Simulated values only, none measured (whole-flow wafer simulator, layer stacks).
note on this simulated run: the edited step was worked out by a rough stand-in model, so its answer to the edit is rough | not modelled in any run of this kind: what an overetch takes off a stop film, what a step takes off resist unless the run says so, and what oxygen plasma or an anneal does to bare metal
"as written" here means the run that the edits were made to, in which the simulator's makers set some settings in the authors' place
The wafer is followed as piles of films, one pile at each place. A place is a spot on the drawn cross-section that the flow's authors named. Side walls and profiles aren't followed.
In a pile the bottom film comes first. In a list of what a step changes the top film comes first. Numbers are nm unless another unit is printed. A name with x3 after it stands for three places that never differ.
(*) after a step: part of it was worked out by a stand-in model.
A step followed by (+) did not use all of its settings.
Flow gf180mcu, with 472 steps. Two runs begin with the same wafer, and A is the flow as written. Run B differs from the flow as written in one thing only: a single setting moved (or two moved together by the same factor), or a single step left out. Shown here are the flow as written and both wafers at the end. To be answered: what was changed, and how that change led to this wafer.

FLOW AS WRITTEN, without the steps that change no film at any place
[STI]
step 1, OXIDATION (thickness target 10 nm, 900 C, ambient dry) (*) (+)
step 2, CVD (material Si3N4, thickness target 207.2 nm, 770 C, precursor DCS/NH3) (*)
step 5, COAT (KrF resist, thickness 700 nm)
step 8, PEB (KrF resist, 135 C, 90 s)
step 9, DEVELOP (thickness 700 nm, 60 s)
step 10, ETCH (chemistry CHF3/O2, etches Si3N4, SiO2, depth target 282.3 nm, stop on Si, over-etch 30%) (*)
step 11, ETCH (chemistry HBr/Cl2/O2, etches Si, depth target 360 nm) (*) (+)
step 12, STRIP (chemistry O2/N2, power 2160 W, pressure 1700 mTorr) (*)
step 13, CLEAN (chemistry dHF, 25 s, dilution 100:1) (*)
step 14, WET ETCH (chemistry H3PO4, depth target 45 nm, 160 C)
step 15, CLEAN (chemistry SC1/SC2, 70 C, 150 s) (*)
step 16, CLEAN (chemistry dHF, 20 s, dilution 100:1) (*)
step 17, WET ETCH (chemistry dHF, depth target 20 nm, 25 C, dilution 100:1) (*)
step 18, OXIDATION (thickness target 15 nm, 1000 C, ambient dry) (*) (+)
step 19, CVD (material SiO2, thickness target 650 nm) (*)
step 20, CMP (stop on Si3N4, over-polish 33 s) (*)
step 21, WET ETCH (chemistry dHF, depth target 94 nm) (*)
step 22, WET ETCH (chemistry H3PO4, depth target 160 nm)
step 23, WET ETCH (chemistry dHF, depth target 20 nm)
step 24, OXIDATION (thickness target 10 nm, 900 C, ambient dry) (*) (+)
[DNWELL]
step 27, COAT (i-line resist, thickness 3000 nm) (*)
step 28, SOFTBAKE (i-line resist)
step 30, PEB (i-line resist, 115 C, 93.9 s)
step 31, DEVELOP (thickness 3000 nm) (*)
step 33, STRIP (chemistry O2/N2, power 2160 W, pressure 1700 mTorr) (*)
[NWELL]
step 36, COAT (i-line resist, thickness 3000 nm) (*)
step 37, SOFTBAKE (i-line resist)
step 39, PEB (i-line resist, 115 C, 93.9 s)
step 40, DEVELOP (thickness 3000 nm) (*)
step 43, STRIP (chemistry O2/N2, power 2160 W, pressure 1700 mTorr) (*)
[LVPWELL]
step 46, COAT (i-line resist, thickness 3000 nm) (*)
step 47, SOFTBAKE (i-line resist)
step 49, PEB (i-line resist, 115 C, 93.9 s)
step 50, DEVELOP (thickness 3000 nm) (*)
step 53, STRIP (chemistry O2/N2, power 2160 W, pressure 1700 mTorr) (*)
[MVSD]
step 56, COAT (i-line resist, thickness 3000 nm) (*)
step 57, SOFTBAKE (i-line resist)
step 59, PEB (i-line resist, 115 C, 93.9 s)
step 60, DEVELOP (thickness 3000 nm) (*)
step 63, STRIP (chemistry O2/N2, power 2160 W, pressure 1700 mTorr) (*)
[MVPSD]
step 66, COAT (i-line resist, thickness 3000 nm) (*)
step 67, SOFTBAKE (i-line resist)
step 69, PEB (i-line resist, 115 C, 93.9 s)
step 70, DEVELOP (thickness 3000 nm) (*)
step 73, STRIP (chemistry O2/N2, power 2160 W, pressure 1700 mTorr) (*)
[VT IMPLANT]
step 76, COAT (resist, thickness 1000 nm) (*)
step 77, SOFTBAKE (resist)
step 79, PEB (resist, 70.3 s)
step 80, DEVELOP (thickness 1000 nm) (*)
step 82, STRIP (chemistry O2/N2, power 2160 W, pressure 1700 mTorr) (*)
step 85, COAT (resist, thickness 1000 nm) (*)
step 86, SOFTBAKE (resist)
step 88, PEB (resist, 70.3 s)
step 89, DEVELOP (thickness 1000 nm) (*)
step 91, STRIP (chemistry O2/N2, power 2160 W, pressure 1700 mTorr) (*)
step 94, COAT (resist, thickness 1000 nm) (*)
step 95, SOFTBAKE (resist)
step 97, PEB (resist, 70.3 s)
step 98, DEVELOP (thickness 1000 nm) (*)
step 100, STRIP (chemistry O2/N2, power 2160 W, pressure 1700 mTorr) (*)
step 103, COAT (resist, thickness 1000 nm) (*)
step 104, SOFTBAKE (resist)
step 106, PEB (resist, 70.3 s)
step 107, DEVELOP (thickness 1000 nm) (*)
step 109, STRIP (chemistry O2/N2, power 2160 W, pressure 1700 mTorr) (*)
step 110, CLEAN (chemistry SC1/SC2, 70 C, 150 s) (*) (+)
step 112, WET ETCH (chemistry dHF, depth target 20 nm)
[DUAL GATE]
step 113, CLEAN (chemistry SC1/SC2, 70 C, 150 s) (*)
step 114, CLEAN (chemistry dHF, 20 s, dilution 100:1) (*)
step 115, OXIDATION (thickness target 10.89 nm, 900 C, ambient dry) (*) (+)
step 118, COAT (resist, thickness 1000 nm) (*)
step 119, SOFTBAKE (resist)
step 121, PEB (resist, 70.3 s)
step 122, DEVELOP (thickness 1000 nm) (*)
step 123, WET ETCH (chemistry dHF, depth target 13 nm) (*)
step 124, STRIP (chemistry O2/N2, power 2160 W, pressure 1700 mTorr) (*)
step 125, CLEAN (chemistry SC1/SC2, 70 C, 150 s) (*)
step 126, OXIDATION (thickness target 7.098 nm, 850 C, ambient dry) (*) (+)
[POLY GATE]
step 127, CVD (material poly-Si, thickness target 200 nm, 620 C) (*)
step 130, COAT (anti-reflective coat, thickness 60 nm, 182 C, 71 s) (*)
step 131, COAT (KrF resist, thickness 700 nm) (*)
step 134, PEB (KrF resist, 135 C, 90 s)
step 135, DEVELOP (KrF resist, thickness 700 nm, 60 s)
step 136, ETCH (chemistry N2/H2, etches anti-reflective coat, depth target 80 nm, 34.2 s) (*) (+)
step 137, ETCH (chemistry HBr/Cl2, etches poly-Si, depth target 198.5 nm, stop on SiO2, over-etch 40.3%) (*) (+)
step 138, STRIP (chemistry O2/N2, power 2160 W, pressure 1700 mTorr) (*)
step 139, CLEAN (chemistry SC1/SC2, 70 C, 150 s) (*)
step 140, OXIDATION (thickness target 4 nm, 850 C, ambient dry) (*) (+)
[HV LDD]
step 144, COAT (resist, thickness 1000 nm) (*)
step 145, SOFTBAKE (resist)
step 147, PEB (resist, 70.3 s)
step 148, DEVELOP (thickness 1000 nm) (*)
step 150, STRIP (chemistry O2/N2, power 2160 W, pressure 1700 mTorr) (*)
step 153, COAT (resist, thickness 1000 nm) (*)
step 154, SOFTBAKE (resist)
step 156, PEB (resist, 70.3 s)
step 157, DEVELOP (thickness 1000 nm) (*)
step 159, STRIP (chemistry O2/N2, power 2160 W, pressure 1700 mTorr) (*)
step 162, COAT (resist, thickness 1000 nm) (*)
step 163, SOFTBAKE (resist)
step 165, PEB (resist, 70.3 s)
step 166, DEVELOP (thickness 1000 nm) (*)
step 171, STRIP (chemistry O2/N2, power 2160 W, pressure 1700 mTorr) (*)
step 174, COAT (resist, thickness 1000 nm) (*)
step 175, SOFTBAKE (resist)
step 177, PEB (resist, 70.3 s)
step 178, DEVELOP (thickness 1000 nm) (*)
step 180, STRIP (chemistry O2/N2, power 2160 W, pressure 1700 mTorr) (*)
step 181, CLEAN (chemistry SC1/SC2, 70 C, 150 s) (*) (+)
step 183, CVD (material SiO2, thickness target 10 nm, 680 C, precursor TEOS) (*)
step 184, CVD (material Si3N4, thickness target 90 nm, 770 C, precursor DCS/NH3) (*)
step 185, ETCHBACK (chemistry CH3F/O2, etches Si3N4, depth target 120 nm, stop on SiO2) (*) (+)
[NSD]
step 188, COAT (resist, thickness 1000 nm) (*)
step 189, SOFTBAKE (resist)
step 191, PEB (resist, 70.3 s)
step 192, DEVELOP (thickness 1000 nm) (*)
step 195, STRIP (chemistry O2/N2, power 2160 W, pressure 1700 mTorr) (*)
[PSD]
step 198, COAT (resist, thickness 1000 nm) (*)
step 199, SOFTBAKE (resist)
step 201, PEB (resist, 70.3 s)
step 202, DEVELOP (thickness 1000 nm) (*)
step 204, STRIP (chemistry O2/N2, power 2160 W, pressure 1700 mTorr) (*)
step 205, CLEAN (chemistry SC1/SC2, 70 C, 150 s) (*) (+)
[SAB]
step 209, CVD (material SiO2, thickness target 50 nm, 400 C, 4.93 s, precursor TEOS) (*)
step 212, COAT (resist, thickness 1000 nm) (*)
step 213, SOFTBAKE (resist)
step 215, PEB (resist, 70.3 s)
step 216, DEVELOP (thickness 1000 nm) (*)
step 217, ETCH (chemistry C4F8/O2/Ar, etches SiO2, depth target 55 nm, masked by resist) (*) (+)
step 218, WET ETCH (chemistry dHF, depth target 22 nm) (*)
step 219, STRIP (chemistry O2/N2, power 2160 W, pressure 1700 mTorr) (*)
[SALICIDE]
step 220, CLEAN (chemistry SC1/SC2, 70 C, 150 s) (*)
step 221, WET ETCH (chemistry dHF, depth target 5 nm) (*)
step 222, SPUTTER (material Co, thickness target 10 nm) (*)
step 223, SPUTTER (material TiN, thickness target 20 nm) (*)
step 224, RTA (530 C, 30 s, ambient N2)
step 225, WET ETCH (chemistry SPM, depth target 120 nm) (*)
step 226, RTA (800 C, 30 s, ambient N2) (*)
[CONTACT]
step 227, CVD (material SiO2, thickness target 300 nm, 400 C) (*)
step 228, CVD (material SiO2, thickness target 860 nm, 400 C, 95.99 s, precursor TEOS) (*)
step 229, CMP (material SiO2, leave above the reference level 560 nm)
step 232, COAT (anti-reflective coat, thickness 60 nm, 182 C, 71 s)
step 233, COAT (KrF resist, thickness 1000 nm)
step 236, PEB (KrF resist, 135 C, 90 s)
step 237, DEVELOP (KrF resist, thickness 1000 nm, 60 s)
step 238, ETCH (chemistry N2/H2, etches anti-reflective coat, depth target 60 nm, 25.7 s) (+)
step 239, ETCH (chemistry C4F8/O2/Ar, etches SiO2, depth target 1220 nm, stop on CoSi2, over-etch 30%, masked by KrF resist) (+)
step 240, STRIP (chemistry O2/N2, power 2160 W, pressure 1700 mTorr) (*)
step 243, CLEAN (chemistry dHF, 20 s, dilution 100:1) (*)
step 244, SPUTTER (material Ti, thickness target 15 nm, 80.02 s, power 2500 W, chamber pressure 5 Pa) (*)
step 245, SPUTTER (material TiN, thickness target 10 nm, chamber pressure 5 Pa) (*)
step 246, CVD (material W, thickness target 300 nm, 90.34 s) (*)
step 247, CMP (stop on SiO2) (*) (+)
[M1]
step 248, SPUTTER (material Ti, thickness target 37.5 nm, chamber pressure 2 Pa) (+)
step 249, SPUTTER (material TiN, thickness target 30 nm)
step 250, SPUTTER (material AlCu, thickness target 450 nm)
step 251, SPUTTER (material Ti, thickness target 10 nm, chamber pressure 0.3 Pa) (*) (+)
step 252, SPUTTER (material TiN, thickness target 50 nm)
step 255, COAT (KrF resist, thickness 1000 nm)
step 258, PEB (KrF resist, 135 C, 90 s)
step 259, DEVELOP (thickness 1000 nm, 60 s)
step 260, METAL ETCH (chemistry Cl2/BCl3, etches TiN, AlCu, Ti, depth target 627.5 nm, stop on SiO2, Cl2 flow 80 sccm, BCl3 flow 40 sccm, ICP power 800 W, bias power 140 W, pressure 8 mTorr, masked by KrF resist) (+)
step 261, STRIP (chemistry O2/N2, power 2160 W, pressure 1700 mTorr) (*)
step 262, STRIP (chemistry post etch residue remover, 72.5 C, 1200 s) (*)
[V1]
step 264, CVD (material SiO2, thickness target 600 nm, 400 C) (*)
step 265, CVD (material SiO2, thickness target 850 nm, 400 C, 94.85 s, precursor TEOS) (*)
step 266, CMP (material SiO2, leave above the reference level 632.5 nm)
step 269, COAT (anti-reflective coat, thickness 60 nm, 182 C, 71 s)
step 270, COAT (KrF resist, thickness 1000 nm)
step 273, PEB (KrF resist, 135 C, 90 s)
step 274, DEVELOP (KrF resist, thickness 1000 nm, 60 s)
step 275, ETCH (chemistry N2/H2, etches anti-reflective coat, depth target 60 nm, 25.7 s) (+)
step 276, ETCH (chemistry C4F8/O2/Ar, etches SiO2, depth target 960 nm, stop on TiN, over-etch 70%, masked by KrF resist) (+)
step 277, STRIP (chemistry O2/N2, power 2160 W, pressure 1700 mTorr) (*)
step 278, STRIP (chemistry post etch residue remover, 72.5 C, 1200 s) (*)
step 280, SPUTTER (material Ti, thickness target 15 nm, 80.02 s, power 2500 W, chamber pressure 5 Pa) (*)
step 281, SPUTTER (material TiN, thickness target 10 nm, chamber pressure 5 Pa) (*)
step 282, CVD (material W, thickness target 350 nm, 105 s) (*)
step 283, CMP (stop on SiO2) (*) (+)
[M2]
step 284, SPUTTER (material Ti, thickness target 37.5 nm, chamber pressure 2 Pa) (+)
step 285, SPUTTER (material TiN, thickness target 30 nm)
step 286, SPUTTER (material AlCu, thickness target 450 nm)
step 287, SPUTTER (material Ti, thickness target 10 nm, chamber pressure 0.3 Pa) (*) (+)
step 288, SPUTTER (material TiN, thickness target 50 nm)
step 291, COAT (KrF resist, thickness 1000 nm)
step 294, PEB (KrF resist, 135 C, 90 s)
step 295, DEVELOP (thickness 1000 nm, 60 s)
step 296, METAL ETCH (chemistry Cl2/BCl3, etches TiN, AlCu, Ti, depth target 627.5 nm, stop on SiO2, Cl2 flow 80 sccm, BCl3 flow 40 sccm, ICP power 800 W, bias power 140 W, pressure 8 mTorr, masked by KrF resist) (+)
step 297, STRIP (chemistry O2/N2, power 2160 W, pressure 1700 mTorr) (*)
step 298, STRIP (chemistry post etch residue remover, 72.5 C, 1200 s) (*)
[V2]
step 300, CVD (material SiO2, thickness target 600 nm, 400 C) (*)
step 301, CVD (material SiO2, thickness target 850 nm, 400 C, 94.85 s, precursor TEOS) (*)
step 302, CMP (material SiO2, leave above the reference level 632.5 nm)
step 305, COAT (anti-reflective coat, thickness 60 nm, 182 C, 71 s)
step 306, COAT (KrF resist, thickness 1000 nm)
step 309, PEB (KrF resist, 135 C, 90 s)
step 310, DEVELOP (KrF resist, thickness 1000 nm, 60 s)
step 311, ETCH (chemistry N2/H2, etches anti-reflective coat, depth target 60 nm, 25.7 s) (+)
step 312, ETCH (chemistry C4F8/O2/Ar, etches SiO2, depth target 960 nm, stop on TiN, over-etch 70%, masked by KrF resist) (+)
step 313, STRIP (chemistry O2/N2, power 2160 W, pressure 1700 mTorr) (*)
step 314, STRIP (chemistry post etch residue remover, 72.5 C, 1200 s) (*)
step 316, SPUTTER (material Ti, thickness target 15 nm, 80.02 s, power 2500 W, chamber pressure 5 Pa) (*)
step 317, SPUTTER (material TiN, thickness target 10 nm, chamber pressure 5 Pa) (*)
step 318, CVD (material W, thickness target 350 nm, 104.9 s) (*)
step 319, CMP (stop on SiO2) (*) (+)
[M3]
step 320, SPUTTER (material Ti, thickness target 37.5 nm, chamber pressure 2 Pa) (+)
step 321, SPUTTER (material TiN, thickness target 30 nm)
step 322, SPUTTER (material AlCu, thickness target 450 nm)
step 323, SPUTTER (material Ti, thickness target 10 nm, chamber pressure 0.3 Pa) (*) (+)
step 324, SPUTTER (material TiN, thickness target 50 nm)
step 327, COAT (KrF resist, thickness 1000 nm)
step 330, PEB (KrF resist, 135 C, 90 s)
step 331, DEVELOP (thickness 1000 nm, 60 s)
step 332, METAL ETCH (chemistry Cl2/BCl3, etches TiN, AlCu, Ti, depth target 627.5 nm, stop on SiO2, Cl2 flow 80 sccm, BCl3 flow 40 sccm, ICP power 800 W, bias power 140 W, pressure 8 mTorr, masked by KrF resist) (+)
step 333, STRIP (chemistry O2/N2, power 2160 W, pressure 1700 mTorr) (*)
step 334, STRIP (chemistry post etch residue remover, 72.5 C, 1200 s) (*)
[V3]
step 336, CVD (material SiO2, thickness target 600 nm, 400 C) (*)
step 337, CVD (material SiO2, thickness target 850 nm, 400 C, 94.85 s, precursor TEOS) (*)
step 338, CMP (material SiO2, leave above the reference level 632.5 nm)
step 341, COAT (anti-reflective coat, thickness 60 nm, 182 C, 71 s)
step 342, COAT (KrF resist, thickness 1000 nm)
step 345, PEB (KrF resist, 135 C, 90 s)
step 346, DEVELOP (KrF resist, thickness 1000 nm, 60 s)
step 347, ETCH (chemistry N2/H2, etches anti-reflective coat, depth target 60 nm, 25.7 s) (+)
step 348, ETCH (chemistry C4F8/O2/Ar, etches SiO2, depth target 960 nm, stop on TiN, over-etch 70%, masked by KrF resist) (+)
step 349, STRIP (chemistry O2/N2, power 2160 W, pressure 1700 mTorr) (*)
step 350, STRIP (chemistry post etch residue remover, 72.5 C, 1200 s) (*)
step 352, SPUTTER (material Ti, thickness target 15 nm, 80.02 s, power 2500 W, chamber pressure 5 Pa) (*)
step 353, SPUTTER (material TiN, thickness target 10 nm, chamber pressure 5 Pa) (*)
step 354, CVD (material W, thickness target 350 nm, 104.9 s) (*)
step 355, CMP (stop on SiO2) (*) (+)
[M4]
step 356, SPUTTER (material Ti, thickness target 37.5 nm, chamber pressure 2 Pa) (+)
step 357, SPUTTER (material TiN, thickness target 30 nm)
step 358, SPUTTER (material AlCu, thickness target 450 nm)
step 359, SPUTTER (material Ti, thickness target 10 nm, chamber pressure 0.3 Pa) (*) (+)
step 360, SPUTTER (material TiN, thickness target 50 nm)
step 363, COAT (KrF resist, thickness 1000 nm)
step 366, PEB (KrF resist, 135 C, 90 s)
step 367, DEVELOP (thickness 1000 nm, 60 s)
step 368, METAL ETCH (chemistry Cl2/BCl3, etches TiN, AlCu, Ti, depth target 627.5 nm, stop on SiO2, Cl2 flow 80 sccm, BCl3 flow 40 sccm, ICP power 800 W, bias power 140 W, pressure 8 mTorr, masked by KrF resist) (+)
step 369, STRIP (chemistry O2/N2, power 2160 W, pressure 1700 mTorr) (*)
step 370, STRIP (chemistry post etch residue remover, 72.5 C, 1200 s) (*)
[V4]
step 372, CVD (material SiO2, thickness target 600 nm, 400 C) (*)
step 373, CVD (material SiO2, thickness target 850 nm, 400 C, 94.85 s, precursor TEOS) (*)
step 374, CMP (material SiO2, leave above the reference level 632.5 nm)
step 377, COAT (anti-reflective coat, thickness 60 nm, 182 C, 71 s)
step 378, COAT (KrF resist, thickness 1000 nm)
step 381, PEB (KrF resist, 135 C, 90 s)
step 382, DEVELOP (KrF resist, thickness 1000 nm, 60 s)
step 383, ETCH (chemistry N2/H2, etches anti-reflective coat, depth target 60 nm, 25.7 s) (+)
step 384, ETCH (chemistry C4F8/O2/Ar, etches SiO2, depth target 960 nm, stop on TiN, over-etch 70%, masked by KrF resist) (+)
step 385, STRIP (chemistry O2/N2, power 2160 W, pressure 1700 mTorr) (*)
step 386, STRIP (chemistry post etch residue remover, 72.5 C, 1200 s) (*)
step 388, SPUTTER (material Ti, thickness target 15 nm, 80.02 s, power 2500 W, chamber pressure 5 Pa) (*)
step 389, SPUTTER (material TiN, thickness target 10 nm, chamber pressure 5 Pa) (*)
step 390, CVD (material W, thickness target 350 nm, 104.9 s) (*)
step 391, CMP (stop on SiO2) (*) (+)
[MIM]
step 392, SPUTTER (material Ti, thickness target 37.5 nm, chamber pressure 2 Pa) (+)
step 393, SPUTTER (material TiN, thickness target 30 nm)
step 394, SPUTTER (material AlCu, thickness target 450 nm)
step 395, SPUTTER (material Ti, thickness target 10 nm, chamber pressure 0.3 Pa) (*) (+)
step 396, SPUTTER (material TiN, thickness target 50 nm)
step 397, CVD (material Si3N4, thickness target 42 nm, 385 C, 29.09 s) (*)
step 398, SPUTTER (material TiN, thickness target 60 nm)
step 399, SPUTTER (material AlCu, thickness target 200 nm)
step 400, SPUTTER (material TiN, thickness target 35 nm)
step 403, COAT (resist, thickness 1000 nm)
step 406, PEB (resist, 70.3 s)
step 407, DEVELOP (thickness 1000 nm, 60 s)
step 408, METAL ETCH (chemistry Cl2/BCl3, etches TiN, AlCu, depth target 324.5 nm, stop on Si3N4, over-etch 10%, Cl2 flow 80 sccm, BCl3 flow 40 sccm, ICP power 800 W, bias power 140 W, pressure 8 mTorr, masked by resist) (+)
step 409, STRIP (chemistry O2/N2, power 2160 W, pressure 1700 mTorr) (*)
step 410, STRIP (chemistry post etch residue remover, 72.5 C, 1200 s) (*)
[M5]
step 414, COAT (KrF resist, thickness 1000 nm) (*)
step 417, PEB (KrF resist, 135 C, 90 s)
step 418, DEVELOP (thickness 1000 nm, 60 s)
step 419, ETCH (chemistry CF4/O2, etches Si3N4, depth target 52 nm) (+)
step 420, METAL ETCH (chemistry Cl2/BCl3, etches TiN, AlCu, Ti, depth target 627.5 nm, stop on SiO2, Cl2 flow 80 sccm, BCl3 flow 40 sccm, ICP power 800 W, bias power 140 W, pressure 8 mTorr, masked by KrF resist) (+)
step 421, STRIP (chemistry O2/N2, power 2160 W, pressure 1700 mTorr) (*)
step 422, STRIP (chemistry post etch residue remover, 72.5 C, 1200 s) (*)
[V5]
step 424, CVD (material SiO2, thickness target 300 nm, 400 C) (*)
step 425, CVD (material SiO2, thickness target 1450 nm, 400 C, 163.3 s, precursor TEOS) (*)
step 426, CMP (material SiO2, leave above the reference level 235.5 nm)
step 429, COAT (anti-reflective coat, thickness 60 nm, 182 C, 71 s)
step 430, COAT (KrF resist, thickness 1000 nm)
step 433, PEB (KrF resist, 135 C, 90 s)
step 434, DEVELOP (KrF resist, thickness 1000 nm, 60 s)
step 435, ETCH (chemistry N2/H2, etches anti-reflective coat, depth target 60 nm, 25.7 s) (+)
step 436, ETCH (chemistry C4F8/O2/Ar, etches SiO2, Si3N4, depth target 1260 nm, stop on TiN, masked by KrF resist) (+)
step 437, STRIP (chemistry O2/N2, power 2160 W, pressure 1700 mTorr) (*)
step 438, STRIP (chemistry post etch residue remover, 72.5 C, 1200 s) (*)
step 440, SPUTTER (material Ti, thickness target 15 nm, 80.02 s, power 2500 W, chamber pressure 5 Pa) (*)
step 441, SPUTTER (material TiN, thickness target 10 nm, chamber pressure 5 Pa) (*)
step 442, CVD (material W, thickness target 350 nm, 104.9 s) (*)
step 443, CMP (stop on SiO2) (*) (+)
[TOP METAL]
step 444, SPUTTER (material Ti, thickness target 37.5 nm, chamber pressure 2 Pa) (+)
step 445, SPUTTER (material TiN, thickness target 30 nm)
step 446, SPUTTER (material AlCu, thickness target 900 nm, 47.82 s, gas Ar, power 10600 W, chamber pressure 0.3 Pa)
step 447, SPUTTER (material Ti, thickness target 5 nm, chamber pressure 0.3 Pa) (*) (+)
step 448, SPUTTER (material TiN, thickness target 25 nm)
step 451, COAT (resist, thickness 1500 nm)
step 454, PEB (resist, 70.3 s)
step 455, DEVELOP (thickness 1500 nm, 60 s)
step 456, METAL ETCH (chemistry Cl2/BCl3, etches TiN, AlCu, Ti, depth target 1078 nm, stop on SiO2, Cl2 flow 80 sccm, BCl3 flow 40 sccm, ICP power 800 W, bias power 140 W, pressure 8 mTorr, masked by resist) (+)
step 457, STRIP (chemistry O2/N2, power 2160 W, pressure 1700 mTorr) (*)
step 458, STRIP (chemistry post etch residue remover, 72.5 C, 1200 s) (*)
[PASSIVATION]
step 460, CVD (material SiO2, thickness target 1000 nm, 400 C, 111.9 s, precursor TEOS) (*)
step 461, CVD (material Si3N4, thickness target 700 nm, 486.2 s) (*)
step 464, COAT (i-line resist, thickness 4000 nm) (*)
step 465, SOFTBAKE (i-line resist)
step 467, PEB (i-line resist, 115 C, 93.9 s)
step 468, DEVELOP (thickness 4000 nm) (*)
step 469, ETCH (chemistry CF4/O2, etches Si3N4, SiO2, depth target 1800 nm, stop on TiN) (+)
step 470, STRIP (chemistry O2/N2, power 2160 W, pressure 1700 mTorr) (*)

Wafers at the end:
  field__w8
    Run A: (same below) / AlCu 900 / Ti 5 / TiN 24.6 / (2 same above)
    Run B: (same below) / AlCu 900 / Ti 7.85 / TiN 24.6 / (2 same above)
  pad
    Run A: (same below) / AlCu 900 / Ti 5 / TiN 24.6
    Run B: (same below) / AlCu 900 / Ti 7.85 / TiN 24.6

What caused this: step 447, SPUTTER: thickness target 7.85 nm was run, whereas the flow has thickness target 5 nm.
The wafer itself shows it: field__w8 has Ti 7.85, and step 447 as written asks for 5 nm.

The path from the change to this, step by step:
  step 447, SPUTTER (material Ti, thickness target 5 nm, chamber pressure 0.3 Pa) (*) (+)
      field, field__w1, field__w2 and 109 more: A +5 Ti (new film) | B +7.85 Ti (new film)
  step 456, METAL ETCH (chemistry Cl2/BCl3, etches TiN, AlCu, Ti, depth target 1078 nm, stop on SiO2, Cl2 flow 80 sccm, BCl3 flow 40 sccm, ICP power 800 W, bias power 140 W, pressure 8 mTorr, masked by resist) (+)
      field, field__w1, field__w2 and 103 more: A -25 TiN (all of it), -5 Ti (all of it), -900 AlCu (all of it), -30 TiN (all of it), -37.5 Ti (all of it) | B -25 TiN (all of it), -7.85 Ti (all of it), -900 AlCu (all of it), -30 TiN (all of it), -37.5 Ti (all of it)
